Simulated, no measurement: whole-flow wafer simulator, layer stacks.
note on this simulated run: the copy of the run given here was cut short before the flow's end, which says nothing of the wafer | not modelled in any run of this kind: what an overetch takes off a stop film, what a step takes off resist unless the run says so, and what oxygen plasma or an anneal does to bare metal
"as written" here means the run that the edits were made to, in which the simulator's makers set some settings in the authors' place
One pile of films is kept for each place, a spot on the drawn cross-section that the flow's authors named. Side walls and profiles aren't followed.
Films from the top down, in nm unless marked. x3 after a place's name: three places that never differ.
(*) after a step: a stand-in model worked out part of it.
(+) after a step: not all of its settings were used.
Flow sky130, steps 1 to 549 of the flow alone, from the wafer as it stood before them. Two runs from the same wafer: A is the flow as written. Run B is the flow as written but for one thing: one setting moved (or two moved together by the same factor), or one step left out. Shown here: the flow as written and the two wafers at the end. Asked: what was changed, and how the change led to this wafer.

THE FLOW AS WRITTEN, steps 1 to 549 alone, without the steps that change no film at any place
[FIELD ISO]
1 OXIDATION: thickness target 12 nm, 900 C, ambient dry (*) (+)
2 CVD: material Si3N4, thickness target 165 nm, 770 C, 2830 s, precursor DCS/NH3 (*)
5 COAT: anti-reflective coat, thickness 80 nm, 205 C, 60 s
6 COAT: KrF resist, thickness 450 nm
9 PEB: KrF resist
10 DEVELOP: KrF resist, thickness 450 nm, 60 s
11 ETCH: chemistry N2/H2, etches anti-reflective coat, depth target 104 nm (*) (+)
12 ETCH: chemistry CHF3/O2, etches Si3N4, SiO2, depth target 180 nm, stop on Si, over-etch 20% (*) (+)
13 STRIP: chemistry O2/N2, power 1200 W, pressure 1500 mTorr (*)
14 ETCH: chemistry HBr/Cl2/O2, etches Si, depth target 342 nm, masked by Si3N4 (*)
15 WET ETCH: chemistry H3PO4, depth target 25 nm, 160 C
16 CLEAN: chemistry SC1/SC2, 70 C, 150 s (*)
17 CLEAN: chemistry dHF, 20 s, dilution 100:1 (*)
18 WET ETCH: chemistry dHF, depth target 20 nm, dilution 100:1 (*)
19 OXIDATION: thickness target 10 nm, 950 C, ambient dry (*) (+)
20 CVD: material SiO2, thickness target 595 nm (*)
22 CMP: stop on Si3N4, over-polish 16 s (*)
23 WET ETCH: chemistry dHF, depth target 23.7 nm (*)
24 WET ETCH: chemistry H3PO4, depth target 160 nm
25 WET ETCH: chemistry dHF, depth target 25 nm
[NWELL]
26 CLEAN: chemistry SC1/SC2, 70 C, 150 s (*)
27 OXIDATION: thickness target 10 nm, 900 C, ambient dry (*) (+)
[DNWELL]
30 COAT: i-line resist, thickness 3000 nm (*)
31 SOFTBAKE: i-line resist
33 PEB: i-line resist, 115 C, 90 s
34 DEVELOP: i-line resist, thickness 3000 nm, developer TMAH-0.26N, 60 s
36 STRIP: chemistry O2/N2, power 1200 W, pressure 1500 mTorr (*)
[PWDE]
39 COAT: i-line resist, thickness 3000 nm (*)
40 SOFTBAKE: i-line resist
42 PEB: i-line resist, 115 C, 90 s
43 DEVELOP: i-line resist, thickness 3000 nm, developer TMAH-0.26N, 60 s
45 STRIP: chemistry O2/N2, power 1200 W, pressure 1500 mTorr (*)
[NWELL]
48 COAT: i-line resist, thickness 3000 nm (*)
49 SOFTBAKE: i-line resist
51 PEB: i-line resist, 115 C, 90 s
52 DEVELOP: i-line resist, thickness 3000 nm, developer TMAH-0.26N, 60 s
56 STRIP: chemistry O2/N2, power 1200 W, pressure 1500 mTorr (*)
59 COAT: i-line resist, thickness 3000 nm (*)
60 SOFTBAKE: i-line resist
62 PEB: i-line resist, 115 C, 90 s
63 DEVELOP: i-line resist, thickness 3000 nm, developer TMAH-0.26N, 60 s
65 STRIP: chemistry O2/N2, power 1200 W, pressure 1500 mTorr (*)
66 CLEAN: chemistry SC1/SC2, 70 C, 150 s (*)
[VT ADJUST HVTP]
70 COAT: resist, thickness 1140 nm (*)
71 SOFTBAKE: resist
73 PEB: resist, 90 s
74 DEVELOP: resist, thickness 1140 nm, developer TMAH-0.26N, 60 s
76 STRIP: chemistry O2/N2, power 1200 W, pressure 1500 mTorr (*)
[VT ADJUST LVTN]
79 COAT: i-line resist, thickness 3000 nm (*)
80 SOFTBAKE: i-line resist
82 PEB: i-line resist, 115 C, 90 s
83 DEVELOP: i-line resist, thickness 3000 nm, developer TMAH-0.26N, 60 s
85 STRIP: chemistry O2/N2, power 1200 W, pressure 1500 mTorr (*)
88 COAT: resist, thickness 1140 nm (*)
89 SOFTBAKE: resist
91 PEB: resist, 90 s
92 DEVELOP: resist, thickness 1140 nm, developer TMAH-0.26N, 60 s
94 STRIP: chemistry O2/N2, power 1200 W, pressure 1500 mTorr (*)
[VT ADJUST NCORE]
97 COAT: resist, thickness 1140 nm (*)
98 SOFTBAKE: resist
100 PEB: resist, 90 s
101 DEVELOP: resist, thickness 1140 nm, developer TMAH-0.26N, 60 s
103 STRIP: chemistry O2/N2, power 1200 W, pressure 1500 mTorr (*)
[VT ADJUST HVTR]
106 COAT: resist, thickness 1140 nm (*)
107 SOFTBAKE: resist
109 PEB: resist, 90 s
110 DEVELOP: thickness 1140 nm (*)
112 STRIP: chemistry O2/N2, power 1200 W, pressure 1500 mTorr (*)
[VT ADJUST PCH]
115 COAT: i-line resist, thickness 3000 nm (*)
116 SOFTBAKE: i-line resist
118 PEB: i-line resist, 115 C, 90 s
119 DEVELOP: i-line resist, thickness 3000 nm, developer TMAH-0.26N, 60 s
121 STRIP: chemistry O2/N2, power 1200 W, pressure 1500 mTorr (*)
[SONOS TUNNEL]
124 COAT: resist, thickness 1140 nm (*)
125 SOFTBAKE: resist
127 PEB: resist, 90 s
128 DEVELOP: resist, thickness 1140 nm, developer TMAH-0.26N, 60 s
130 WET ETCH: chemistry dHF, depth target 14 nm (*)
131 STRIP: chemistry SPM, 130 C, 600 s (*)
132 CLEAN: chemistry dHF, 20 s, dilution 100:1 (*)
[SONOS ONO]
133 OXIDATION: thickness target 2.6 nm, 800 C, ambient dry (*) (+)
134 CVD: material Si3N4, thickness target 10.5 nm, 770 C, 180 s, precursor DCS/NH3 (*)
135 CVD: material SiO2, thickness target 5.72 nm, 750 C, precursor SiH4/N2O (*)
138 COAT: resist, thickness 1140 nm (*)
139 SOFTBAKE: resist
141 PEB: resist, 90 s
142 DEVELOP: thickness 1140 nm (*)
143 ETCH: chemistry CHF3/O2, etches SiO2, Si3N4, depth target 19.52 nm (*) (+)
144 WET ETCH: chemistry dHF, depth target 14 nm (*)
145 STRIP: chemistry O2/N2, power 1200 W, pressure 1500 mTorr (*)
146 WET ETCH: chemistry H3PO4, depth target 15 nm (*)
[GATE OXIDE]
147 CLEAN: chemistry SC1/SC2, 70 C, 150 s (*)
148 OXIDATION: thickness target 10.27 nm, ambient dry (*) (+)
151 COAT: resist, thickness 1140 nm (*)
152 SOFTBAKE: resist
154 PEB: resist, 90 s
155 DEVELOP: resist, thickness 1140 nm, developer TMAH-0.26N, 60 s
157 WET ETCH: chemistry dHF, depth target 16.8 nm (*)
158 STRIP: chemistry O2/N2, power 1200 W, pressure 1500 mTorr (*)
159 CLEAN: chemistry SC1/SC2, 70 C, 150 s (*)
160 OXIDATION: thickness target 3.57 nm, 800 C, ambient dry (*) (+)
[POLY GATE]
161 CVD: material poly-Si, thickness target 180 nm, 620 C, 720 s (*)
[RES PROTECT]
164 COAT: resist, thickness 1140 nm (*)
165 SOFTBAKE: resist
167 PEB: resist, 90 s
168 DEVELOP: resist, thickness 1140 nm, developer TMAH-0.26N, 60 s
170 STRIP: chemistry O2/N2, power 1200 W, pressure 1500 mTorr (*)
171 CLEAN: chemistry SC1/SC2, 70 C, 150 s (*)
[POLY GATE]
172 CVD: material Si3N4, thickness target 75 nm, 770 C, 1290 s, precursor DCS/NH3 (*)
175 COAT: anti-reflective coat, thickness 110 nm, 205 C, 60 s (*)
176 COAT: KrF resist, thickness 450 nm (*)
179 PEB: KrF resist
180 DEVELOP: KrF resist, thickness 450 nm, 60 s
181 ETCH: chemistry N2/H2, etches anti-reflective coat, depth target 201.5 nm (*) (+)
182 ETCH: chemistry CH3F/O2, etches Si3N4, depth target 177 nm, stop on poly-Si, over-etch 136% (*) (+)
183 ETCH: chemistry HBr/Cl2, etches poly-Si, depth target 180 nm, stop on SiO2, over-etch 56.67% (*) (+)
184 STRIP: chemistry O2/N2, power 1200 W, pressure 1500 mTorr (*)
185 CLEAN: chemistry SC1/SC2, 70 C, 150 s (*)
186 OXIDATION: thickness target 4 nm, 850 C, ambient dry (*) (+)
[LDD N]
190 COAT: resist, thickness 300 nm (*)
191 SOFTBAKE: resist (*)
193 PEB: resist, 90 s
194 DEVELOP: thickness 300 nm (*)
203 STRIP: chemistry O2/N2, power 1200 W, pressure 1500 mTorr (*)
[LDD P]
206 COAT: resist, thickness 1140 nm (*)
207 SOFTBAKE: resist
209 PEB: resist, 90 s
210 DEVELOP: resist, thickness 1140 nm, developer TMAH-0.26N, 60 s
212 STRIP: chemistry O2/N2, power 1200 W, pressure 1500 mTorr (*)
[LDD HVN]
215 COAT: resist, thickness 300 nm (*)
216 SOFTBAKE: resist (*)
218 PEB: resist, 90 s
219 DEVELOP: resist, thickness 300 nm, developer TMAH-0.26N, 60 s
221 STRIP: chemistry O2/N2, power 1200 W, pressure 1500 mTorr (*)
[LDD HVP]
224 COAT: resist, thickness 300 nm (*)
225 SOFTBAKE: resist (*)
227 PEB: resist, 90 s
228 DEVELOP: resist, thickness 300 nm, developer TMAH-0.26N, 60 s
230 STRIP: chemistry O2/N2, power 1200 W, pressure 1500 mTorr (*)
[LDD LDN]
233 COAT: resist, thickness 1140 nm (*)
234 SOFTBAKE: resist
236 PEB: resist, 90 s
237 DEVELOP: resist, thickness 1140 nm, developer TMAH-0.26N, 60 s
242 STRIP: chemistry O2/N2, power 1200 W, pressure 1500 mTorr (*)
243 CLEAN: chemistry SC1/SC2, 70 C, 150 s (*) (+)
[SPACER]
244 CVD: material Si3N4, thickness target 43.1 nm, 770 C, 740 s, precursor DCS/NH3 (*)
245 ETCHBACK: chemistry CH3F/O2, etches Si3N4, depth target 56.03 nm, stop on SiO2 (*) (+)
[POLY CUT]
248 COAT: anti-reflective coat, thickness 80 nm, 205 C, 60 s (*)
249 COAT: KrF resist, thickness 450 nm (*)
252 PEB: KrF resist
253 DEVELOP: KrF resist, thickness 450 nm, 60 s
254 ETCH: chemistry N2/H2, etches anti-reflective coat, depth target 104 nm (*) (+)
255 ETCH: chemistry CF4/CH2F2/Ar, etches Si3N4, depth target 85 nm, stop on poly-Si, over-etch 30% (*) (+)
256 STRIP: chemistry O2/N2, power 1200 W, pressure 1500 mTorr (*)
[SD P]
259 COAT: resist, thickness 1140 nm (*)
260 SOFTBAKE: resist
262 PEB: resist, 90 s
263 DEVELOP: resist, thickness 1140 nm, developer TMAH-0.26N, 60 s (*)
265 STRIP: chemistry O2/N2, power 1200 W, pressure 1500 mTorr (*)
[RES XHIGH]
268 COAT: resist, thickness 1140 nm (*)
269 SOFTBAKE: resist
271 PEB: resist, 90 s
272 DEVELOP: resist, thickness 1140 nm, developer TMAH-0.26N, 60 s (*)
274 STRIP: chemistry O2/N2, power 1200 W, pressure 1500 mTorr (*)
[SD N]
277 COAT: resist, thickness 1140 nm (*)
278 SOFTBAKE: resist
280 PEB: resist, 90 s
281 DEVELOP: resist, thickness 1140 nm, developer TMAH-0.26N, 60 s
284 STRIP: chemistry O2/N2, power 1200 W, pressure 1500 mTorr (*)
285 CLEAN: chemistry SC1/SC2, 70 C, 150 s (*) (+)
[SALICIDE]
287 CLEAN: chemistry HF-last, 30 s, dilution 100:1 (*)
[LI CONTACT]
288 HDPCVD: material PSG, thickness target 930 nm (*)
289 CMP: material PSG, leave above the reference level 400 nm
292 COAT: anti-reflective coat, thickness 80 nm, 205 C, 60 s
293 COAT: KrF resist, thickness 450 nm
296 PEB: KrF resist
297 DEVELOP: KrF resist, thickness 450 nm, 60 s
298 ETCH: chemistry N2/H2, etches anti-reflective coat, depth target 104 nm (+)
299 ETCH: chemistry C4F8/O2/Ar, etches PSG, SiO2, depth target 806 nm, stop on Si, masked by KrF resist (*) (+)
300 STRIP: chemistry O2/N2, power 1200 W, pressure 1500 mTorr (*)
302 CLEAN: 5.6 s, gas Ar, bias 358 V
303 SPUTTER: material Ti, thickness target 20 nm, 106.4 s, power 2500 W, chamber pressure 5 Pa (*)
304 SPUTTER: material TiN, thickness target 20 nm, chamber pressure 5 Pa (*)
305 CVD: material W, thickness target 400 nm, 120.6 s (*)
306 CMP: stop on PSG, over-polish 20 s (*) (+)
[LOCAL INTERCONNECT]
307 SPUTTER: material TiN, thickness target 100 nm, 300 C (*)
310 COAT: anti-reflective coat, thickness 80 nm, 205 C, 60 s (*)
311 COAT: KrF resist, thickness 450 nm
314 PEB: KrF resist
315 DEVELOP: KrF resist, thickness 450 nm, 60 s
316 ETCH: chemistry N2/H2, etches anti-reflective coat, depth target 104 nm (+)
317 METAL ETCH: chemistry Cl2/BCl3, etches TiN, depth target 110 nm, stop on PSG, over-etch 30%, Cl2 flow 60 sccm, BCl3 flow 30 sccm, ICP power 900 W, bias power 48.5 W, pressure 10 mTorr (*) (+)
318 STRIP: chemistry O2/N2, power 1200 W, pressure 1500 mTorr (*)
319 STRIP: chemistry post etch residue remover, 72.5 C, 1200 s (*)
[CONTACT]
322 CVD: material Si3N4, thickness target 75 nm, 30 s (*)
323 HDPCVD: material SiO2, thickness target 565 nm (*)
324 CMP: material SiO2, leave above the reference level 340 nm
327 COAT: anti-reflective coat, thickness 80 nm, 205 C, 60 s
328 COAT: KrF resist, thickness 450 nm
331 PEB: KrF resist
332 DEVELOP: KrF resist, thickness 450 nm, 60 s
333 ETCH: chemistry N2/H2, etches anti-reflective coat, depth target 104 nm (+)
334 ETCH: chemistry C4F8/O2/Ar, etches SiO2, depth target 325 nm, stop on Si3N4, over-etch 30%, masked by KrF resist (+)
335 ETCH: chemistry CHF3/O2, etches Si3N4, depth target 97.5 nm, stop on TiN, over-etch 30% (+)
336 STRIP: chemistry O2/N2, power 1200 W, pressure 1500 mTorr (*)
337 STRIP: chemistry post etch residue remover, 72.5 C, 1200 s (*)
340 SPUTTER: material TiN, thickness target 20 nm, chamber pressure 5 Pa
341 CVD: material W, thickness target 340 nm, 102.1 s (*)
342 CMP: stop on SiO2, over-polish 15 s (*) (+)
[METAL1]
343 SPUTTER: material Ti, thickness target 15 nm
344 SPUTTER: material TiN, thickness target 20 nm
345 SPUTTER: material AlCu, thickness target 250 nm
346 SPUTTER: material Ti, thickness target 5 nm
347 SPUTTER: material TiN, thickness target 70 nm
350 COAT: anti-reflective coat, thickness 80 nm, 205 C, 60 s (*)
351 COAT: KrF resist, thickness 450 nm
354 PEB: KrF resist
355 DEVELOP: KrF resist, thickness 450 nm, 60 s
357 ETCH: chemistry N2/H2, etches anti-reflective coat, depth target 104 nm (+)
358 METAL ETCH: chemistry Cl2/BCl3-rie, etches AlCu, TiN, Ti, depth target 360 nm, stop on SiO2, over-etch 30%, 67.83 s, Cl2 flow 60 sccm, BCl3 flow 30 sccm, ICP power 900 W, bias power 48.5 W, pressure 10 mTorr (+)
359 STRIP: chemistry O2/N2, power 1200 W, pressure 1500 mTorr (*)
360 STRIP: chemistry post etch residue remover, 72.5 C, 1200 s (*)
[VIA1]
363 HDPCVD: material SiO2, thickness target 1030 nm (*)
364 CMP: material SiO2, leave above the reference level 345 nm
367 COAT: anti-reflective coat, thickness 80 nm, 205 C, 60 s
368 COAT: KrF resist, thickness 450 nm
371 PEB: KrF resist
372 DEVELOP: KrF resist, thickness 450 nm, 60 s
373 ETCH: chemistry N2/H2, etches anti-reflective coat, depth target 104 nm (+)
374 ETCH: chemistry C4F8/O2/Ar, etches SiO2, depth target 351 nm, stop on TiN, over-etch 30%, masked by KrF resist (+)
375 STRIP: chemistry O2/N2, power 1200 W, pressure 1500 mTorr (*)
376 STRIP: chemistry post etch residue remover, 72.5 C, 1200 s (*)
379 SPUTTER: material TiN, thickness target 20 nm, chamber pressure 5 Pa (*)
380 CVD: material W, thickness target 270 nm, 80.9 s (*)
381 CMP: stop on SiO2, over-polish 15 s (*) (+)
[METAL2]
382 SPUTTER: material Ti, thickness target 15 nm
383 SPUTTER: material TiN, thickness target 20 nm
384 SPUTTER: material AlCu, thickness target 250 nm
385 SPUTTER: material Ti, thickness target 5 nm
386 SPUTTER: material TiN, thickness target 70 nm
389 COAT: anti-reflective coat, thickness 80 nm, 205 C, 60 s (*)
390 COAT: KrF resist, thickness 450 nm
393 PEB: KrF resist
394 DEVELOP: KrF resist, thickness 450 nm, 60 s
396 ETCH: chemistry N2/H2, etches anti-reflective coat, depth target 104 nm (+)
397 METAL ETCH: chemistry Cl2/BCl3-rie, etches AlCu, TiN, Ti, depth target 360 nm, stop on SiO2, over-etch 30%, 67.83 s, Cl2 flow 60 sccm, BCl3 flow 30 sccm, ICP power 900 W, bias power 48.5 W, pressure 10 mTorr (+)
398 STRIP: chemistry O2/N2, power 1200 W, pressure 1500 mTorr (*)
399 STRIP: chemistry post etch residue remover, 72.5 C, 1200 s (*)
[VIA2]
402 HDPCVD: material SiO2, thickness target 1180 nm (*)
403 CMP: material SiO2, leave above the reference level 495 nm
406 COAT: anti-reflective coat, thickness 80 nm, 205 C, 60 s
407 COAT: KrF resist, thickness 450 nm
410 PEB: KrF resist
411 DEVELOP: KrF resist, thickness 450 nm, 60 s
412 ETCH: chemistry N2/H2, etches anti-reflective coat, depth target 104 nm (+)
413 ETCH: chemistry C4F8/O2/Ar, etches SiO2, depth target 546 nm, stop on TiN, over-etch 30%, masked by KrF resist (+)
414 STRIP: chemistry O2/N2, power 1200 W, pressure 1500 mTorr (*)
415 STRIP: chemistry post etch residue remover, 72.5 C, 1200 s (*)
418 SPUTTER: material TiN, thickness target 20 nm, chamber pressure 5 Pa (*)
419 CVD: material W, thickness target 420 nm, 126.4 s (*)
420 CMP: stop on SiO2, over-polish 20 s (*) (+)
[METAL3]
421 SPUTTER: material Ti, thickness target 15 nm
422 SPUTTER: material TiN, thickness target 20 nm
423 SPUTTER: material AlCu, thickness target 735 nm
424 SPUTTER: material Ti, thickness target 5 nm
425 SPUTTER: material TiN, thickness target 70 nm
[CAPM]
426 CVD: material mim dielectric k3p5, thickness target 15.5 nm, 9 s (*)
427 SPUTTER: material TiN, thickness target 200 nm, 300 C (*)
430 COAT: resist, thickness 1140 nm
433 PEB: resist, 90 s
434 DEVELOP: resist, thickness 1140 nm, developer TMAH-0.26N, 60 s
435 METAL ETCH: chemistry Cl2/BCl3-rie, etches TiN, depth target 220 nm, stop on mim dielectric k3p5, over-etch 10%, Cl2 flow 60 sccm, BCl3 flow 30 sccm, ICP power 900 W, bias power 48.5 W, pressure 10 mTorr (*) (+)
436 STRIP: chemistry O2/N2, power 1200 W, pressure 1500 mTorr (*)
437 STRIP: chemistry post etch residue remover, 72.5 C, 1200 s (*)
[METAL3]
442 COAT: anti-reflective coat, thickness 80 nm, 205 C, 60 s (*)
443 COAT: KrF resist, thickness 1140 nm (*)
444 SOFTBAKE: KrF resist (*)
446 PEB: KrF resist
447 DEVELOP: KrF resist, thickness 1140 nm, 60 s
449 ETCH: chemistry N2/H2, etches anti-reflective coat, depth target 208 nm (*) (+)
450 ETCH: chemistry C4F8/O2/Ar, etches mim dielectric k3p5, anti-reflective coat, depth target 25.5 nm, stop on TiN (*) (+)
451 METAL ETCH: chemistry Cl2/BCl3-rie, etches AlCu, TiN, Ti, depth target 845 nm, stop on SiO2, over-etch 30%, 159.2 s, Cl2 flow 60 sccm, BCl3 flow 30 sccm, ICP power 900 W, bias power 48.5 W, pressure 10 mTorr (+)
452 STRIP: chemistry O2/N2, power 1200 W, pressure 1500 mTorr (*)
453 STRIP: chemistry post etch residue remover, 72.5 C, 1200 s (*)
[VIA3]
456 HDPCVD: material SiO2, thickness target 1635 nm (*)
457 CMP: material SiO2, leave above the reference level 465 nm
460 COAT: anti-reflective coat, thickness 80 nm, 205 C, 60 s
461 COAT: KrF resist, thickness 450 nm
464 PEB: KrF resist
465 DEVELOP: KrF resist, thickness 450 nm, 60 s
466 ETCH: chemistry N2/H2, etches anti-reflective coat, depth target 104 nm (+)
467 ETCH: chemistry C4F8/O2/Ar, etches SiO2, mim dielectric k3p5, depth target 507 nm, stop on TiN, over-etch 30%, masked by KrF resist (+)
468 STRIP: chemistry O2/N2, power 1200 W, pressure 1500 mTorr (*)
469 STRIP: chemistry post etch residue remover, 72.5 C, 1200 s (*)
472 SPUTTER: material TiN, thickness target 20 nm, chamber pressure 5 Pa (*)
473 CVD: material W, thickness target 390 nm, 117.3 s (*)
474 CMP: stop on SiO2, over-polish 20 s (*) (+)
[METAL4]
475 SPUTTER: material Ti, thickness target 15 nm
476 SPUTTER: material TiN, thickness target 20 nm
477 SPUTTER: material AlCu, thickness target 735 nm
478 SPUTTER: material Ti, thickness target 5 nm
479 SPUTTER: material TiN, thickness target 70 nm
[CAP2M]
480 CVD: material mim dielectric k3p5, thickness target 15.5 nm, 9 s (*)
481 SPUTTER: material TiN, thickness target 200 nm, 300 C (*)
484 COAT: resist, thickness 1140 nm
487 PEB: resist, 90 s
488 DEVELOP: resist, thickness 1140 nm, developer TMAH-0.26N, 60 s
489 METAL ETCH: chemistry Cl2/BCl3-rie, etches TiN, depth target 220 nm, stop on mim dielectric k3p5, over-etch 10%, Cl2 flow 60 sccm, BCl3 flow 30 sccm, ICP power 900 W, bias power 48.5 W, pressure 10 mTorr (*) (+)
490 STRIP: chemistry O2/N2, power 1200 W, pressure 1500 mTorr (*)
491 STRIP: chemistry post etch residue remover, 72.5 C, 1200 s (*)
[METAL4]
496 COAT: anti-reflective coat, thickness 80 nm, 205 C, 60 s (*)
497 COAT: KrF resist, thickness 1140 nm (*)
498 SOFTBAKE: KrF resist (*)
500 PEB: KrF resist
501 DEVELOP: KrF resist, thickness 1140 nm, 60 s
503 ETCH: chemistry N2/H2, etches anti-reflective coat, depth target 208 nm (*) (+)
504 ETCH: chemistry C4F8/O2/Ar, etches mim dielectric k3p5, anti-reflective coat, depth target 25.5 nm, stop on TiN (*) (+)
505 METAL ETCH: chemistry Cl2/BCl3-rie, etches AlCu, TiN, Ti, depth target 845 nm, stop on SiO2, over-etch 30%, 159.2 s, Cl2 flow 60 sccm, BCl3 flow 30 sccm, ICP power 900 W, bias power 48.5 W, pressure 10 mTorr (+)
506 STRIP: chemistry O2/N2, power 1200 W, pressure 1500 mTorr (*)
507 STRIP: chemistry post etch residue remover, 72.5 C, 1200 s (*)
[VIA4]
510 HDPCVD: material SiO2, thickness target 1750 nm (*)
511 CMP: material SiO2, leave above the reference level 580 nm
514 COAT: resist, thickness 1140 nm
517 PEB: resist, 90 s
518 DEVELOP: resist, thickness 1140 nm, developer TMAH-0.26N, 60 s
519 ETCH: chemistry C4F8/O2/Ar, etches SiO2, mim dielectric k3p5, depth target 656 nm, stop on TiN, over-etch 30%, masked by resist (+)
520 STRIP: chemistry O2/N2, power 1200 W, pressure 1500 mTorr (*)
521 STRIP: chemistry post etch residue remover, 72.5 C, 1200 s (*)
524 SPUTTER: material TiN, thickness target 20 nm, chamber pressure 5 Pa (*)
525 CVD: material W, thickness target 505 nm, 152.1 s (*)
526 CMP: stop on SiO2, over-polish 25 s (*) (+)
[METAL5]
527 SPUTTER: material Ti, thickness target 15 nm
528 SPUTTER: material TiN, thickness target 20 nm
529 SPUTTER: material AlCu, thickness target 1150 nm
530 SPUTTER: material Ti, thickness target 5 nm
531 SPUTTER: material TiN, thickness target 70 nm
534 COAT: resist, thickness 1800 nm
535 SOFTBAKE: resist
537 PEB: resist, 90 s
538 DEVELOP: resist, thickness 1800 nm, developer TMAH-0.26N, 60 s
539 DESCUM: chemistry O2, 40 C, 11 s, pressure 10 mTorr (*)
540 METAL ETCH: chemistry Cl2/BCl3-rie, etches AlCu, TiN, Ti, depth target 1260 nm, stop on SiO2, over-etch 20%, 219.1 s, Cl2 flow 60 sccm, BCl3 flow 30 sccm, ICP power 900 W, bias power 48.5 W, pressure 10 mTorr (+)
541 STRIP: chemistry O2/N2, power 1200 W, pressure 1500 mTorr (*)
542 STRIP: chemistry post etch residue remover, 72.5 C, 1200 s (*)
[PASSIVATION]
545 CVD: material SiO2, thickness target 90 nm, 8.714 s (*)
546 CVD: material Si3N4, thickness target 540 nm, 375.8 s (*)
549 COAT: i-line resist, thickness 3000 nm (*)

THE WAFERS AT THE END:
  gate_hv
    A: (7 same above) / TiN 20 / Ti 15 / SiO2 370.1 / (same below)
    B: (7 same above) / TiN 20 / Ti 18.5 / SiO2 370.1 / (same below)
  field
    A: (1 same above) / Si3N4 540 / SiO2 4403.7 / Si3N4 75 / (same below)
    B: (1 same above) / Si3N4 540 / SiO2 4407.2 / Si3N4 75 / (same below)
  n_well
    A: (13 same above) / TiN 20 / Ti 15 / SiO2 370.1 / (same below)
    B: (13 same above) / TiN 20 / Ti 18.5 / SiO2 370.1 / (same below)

The cause: step 475, SPUTTER: thickness target 18.5 nm was run, where the flow has thickness target 15 nm.
It can be read off the wafer: gate_hv has Ti 18.5, and step 475 as written asks for 15 nm.

How the change led to this, step by step:
  475 SPUTTER: material Ti, thickness target 15 nm
      field, active, n_well and 189 more: A Ti +15 (new film) | B Ti +18.5 (new film)
  505 METAL ETCH: chemistry Cl2/BCl3-rie, etches AlCu, TiN, Ti, depth target 845 nm, stop on SiO2, over-etch 30%, 159.2 s, Cl2 flow 60 sccm, BCl3 flow 30 sccm, ICP power 900 W, bias power 48.5 W, pressure 10 mTorr (+)
      field, active, gate and 70 more: A TiN -70 (all of it), Ti -5 (all of it), AlCu -735 (all of it), TiN -20 (all of it), Ti -15 (all of it), SiO2 -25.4 | B TiN -70 (all of it), Ti -5 (all of it), AlCu -735 (all of it), TiN -20 (all of it), Ti -18.5 (all of it), SiO2 -25
      vpp_iso1, mim_edge_plate, m1_ln and 12 more: A TiN -70 (all of it), Ti -5 (all of it), AlCu -735 (all of it), TiN -20 (all of it), Ti -15 (all of it), SiO2 -25.3 | B TiN -70 (all of it), Ti -5 (all of it), AlCu -735 (all of it), TiN -20 (all of it), Ti -18.5 (all of it), SiO2 -25
